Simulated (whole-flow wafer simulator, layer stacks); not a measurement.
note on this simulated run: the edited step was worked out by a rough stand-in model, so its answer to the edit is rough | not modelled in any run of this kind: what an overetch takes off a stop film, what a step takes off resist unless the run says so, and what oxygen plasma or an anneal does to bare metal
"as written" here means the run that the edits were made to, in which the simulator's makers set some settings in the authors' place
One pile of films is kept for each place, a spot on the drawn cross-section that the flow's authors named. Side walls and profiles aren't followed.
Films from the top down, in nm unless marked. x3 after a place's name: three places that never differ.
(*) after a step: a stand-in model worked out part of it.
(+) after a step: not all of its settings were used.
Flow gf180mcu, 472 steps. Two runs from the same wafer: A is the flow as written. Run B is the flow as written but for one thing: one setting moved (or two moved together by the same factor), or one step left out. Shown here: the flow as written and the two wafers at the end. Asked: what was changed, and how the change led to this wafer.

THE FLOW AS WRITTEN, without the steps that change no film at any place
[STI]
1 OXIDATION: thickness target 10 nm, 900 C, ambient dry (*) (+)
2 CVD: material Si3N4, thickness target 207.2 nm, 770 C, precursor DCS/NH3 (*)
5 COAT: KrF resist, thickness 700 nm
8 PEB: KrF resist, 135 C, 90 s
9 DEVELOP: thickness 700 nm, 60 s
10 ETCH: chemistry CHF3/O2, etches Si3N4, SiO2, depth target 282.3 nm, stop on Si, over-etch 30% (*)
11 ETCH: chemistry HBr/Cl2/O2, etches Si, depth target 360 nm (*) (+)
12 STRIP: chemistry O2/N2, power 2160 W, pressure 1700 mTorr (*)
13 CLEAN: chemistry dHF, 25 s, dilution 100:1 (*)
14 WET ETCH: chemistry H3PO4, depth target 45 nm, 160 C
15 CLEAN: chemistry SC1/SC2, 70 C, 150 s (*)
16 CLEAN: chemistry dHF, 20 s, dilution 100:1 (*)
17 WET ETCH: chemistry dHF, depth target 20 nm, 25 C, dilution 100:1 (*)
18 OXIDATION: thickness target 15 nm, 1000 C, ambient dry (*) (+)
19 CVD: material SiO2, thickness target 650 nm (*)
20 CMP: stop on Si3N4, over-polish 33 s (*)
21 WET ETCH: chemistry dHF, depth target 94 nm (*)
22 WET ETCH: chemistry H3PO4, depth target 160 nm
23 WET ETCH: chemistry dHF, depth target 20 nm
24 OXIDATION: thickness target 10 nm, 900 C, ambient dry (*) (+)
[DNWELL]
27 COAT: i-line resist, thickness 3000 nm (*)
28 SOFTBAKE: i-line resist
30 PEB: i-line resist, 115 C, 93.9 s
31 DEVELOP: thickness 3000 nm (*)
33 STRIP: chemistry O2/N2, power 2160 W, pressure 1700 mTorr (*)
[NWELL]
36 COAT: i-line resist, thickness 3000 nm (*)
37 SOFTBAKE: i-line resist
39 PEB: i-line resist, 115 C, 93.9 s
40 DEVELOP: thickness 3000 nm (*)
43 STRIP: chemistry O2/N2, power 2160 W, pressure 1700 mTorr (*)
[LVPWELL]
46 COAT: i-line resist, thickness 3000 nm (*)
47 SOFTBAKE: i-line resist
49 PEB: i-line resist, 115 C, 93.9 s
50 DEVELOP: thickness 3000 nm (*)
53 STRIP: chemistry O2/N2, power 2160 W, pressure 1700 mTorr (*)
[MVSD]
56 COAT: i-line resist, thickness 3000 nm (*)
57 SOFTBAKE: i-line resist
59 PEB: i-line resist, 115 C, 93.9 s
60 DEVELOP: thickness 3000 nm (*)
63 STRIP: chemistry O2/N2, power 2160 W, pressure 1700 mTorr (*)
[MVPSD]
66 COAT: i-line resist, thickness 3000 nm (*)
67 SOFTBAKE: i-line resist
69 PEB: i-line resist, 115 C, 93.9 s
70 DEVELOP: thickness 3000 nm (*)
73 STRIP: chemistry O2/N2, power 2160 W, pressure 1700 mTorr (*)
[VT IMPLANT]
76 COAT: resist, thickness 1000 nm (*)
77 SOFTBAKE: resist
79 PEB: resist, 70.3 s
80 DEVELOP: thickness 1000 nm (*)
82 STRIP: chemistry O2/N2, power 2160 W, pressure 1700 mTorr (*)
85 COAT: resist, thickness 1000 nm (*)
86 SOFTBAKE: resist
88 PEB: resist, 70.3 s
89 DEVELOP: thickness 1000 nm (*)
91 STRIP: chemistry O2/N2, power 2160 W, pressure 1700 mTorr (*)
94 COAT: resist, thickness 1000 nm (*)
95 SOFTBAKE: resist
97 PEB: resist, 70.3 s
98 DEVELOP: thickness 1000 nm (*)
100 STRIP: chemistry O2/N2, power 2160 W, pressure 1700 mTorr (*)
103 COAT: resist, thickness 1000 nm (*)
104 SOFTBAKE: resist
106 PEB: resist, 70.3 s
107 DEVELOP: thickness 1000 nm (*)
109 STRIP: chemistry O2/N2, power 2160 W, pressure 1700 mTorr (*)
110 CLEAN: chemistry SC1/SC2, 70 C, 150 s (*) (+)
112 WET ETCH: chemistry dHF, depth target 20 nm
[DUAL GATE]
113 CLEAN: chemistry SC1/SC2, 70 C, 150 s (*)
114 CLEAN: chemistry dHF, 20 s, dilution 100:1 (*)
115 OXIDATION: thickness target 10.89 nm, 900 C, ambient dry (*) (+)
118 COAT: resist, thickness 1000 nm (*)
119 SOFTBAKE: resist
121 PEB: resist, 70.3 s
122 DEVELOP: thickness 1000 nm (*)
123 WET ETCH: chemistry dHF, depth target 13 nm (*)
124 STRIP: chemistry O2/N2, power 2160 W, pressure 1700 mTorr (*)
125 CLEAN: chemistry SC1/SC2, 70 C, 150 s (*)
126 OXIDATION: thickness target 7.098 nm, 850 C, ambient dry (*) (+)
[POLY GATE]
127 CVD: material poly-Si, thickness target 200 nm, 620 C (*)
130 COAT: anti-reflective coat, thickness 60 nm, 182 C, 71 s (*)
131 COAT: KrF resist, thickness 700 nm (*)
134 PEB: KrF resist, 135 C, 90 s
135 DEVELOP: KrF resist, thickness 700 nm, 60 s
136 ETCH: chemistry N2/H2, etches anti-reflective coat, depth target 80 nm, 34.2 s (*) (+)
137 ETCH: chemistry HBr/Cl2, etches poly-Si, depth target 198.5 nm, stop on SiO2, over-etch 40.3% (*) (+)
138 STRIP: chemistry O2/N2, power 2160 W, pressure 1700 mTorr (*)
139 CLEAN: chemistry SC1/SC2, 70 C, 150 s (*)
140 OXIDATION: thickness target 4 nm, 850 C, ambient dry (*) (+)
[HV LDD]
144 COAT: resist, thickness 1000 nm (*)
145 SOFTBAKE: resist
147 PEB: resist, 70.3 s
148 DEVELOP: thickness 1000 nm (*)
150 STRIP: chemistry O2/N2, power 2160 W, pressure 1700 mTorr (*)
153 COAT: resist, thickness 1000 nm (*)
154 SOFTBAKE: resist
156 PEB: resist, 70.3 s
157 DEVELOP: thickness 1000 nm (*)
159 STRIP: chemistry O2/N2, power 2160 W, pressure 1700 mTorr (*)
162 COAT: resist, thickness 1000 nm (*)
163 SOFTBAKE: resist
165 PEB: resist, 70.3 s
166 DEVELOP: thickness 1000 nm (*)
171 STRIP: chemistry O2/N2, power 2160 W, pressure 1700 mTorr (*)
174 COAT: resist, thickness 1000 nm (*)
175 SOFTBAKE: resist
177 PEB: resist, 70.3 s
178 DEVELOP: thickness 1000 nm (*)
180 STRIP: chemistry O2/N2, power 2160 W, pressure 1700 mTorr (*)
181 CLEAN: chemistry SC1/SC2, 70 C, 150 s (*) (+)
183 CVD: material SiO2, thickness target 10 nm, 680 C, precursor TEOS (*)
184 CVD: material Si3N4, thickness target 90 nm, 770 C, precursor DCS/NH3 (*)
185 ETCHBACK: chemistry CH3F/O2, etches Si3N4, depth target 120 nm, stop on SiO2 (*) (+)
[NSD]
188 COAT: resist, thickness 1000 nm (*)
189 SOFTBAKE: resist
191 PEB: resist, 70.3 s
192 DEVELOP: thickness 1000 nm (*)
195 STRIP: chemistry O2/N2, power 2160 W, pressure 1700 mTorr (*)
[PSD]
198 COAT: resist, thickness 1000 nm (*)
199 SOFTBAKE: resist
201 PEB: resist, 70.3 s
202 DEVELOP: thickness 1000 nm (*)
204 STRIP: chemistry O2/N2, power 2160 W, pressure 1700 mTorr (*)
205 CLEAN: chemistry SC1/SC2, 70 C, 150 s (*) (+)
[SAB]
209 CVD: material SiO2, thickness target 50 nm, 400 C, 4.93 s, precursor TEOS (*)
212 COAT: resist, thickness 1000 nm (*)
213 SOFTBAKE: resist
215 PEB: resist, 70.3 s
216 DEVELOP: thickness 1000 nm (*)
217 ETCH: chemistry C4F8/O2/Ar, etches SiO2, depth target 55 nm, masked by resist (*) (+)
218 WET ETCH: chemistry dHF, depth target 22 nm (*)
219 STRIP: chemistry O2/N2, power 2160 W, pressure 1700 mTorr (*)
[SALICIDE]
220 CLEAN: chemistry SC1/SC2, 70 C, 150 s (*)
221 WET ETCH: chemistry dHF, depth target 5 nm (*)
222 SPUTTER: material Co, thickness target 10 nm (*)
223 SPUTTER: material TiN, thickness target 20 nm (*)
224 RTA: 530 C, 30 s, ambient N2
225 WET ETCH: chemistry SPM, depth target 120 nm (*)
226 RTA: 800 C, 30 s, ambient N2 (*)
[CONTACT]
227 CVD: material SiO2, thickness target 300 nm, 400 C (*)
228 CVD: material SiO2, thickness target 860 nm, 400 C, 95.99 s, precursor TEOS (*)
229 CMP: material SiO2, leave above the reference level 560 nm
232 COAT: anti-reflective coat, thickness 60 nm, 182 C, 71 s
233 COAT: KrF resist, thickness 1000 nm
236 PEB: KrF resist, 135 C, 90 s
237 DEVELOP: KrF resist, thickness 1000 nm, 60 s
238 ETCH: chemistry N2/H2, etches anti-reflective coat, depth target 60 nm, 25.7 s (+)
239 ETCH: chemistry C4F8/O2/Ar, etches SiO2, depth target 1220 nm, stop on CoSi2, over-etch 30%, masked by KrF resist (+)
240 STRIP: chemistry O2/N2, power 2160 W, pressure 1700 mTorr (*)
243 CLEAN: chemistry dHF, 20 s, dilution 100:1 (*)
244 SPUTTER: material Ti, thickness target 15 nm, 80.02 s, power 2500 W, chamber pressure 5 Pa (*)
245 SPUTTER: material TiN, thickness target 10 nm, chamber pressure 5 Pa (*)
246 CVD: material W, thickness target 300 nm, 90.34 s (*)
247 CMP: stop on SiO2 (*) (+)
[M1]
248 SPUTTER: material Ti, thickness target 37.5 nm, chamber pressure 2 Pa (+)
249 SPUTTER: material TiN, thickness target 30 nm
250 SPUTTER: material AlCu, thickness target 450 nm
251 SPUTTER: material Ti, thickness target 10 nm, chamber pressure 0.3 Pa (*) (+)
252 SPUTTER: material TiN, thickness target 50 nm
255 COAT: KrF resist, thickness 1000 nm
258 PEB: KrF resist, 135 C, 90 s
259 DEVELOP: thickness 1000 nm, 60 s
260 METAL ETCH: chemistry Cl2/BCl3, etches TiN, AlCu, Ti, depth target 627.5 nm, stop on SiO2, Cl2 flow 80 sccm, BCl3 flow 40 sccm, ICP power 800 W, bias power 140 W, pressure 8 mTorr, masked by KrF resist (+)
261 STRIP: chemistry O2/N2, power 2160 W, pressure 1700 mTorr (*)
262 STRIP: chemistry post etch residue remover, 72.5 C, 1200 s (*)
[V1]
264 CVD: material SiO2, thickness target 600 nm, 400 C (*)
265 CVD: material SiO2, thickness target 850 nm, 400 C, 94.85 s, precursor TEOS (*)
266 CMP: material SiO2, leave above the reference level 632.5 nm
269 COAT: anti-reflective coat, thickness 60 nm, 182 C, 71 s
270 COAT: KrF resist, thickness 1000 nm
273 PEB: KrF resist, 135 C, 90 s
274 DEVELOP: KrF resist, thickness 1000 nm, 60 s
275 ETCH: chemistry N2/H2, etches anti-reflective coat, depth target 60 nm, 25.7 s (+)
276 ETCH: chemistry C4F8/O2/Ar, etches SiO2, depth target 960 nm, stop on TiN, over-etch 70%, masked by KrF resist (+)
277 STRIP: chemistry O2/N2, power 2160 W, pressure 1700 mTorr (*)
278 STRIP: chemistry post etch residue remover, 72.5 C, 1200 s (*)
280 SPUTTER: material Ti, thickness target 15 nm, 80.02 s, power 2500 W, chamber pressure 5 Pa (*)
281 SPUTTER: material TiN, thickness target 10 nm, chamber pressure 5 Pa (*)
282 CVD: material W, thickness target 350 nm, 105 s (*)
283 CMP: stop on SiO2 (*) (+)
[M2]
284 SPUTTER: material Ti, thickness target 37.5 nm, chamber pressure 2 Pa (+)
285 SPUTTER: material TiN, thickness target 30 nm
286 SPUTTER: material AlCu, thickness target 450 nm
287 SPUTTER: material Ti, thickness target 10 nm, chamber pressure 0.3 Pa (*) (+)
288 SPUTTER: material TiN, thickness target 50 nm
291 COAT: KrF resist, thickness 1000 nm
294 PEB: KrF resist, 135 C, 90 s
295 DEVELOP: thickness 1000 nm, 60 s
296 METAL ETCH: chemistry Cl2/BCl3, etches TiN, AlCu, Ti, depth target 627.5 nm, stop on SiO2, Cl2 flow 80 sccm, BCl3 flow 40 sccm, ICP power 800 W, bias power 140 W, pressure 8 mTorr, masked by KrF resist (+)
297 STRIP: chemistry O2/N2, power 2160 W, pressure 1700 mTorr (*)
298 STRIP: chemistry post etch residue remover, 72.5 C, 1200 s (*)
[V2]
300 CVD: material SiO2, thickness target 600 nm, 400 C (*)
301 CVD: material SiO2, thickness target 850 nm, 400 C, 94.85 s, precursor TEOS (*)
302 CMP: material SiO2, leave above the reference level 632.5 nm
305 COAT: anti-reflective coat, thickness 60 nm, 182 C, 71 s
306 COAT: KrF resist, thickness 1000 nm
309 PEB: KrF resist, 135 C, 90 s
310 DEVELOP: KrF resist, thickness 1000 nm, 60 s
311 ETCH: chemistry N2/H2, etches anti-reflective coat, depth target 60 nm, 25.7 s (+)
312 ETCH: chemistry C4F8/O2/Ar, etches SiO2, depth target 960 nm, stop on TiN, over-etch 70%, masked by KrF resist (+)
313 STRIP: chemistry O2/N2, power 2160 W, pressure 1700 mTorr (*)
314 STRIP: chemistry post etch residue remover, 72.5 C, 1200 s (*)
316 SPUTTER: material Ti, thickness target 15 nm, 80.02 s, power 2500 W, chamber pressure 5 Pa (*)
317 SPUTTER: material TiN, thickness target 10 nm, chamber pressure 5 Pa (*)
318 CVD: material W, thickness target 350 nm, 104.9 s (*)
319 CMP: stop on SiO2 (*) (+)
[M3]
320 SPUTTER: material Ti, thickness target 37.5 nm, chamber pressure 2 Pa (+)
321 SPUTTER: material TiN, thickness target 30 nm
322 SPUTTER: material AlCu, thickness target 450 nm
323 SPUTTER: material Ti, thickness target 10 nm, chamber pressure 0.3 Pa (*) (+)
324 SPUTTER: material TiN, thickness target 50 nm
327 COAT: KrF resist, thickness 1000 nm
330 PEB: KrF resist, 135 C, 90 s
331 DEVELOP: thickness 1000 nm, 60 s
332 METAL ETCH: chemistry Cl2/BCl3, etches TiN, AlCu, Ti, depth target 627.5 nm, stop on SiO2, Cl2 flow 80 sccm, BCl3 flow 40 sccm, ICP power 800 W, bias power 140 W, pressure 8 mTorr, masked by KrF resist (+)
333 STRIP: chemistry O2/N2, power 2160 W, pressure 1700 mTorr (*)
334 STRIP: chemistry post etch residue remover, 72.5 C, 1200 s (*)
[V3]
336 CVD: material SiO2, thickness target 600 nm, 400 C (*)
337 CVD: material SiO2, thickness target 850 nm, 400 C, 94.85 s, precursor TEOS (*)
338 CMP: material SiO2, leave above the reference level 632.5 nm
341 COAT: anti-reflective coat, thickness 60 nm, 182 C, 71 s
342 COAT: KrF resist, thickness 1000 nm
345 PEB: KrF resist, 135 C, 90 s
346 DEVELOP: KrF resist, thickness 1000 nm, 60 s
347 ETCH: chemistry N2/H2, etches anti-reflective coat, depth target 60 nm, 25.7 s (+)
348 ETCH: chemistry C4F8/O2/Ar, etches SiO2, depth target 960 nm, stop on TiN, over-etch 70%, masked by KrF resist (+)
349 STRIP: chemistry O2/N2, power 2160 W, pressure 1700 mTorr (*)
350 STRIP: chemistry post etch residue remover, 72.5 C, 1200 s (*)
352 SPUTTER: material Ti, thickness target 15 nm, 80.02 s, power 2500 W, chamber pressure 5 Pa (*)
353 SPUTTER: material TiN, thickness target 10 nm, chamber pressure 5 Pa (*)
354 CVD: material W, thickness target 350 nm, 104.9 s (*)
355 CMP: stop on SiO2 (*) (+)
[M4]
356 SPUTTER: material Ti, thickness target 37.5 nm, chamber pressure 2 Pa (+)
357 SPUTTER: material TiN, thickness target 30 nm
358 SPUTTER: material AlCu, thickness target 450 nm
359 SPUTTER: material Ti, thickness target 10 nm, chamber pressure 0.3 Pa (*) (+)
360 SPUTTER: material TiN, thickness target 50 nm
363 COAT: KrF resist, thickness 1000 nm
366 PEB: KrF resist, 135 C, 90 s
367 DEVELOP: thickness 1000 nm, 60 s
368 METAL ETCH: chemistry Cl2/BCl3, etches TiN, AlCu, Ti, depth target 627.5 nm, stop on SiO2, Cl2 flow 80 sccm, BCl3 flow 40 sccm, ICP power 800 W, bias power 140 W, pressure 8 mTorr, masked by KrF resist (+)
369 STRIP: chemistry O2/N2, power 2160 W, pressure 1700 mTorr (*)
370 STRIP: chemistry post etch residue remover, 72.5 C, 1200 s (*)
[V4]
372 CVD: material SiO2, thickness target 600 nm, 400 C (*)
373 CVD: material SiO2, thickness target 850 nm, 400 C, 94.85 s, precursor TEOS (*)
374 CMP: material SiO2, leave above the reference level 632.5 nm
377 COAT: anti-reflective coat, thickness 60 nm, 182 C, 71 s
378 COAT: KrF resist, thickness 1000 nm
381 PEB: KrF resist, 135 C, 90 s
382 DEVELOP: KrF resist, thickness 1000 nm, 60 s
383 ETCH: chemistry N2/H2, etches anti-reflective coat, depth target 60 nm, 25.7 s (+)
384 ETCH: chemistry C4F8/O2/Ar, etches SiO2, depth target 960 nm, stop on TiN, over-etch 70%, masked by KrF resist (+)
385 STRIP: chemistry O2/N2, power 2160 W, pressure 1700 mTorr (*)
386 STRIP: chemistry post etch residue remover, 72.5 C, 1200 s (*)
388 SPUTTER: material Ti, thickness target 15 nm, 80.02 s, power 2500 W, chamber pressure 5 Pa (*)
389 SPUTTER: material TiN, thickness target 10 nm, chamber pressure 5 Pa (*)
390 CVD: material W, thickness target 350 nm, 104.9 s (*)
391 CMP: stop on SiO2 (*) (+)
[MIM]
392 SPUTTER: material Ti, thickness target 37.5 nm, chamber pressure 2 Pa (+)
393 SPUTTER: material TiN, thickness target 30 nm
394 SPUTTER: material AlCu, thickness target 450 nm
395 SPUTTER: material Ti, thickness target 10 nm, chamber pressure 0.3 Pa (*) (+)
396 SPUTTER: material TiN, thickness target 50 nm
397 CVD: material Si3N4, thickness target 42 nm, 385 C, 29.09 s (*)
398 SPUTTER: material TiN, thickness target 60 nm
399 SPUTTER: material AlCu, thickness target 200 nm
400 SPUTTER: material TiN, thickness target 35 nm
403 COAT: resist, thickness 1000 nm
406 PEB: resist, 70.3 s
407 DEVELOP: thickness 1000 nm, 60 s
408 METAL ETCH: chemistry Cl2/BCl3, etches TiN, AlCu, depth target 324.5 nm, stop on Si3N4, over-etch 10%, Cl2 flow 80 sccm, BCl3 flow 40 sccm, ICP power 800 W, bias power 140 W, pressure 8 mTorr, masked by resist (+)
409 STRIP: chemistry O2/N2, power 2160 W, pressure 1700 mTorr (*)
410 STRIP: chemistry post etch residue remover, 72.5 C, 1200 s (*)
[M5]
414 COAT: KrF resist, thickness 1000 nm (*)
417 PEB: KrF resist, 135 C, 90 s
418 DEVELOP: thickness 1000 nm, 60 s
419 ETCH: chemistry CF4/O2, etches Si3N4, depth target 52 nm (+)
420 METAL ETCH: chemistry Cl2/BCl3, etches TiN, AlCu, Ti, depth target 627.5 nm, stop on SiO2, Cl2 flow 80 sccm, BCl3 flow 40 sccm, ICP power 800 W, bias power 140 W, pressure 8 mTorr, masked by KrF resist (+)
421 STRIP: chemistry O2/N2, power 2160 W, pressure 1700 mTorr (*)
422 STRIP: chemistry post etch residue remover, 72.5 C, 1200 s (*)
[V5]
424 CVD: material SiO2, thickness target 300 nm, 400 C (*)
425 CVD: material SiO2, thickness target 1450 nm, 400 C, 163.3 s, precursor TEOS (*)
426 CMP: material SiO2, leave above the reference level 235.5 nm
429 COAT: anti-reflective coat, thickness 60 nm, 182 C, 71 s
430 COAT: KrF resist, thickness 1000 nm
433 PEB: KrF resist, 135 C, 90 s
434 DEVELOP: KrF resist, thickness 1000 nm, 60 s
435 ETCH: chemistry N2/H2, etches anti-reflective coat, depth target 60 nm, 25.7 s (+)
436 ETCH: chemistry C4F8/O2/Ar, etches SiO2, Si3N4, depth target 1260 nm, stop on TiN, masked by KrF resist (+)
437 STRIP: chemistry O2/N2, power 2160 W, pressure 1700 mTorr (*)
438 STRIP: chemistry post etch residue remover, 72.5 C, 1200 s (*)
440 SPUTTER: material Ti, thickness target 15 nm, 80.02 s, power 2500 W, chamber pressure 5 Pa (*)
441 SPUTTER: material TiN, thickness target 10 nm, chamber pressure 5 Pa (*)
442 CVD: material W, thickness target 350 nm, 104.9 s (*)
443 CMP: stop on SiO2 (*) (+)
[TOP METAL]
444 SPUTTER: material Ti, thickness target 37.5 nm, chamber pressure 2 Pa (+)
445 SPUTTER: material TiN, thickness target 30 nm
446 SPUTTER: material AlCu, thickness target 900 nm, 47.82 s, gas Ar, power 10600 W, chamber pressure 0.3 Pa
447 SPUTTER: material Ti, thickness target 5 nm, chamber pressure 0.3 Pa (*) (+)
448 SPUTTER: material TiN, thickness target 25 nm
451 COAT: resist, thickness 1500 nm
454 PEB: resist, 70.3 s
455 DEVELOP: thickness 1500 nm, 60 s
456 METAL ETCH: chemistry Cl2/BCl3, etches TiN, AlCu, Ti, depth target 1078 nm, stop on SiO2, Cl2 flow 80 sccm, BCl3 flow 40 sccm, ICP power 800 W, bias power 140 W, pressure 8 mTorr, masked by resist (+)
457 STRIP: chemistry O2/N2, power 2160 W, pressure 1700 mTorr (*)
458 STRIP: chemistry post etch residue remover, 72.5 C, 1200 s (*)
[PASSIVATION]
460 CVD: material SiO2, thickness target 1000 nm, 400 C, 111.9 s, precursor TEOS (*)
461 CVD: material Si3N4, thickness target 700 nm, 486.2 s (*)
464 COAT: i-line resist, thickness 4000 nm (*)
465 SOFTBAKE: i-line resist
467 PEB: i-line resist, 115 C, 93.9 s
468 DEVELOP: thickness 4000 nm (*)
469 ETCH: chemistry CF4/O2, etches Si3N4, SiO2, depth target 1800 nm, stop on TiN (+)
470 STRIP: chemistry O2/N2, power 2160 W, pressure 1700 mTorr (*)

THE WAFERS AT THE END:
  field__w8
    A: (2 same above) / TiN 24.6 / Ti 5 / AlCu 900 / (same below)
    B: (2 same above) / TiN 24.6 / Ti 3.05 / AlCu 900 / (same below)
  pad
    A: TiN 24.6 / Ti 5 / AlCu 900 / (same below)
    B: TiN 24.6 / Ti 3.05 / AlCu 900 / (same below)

The cause: step 447, SPUTTER: thickness target 3.05 nm was run, where the flow has thickness target 5 nm.
It can be read off the wafer: field__w8 has Ti 3.05, and step 447 as written asks for 5 nm.

How the change led to this, step by step:
  447 SPUTTER: material Ti, thickness target 5 nm, chamber pressure 0.3 Pa (*) (+)
      field, field__w1, field__w2 and 109 more: A Ti +5 (new film) | B Ti +3.05 (new film)
  456 METAL ETCH: chemistry Cl2/BCl3, etches TiN, AlCu, Ti, depth target 1078 nm, stop on SiO2, Cl2 flow 80 sccm, BCl3 flow 40 sccm, ICP power 800 W, bias power 140 W, pressure 8 mTorr, masked by resist (+)
      field, field__w1, field__w2 and 103 more: A TiN -25 (all of it), Ti -5 (all of it), AlCu -900 (all of it), TiN -30 (all of it), Ti -37.5 (all of it) | B TiN -25 (all of it), Ti -3.05 (all of it), AlCu -900 (all of it), TiN -30 (all of it), Ti -37.5 (all of it)
